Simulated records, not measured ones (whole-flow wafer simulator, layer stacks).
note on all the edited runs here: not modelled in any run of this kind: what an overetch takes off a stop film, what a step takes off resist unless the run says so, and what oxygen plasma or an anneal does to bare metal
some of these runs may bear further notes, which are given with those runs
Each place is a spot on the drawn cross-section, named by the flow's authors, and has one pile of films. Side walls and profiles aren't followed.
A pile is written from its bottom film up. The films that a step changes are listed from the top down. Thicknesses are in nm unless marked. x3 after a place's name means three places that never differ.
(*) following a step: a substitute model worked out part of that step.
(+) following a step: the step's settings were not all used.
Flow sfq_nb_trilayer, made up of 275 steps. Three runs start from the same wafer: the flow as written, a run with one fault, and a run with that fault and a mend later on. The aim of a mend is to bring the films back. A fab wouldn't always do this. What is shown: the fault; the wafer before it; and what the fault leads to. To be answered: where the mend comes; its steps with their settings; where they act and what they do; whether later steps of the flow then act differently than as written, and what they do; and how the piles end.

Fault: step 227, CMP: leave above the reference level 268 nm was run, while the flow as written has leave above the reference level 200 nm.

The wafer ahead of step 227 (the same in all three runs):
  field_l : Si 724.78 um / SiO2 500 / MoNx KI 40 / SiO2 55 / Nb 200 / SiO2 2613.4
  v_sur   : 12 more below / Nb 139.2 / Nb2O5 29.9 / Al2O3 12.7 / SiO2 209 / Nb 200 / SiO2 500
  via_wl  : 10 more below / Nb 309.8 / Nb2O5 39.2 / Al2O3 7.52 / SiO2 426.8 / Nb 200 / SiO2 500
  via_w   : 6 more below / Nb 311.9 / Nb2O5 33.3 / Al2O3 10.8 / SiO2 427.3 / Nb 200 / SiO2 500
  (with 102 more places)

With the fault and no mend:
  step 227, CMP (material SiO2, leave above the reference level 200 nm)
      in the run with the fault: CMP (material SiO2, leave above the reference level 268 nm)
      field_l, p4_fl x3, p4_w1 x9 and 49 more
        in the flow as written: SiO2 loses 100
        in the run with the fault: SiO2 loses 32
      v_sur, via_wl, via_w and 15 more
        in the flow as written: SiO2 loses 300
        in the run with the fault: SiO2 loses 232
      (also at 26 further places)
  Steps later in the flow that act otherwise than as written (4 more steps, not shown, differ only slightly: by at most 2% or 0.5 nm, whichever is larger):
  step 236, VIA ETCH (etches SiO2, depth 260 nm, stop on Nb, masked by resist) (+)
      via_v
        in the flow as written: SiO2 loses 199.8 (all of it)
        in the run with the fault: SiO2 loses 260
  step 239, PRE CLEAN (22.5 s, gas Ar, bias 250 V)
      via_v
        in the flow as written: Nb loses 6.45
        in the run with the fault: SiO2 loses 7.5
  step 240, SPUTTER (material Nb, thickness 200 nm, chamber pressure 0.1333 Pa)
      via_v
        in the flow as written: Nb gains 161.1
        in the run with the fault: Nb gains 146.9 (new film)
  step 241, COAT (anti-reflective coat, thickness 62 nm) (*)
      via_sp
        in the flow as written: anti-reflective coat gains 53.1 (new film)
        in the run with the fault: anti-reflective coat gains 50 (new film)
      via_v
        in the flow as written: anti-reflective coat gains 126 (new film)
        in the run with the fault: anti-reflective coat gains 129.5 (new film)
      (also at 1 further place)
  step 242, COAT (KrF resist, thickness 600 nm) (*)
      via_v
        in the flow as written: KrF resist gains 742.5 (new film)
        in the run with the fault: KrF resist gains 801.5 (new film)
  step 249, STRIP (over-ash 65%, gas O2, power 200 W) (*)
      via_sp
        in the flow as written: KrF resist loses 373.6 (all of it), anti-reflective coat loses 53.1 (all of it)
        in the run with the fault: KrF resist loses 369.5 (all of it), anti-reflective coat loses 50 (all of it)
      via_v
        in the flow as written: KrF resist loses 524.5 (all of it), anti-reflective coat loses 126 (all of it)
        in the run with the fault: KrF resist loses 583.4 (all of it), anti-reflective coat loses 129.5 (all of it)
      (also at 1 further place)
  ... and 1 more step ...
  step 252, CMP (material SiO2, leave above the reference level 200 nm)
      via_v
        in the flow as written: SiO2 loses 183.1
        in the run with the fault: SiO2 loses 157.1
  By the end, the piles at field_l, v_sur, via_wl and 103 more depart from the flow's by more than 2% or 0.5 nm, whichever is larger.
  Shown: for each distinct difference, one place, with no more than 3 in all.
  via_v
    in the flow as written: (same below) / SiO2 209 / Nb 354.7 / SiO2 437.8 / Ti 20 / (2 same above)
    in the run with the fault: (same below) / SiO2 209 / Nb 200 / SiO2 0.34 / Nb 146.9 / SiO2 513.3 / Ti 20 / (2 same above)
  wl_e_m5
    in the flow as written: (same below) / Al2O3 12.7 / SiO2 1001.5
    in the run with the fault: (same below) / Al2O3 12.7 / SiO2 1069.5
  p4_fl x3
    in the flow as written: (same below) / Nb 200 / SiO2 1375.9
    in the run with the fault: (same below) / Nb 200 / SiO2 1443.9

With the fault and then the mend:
  After step 234 comes the mend.
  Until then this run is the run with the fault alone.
  step 234a, STRIP (over-ash 65%, gas O2, power 200 W) (*)
      field_l, v_sur, via_wl and 102 more
        KrF resist loses 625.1 (all of it), anti-reflective coat loses 62 (all of it)
      via_v
        anti-reflective coat loses 62 (all of it)
  step 234b, CMP (material SiO2, leave above the reference level 200 nm) (the flow's step 227 again)
      field_l, v_sur, via_wl and 103 more
        SiO2 loses 68
  step 234c, COAT (anti-reflective coat, thickness 62 nm) (the flow's step 229 again)
      field_l, v_sur, via_wl and 103 more
        anti-reflective coat gains 62 (new film)
  step 234d, COAT (KrF resist, thickness 650 nm) (the flow's step 230 again)
      field_l, v_sur, via_wl and 103 more
        KrF resist gains 650 (new film)
  step 234e, SOFTBAKE (KrF resist) (the flow's step 231 again)
      alters no film at any place that is followed
  step 234f, EXPOSE (photomask I6, dose 11.91 mJ/cm2, NA 0.6, wavelength 248 nm) (*) (the flow's step 232 again)
      alters no film at any place that is followed
  step 234g, PEB (KrF resist, 90 s) (the flow's step 233 again)
      field_l, v_sur, via_wl and 103 more
        KrF resist loses 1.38
  step 234h, DEVELOP (KrF resist, thickness 650 nm, 60 s) (the flow's step 234 again)
      field_l, v_sur, via_wl and 102 more
        KrF resist loses 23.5
      via_v
        KrF resist loses 648.6 (all of it)
  Later steps of the flow that are run all act as written at every place that is followed.
  By the end, the piles equal the flow's at every place that both follow.
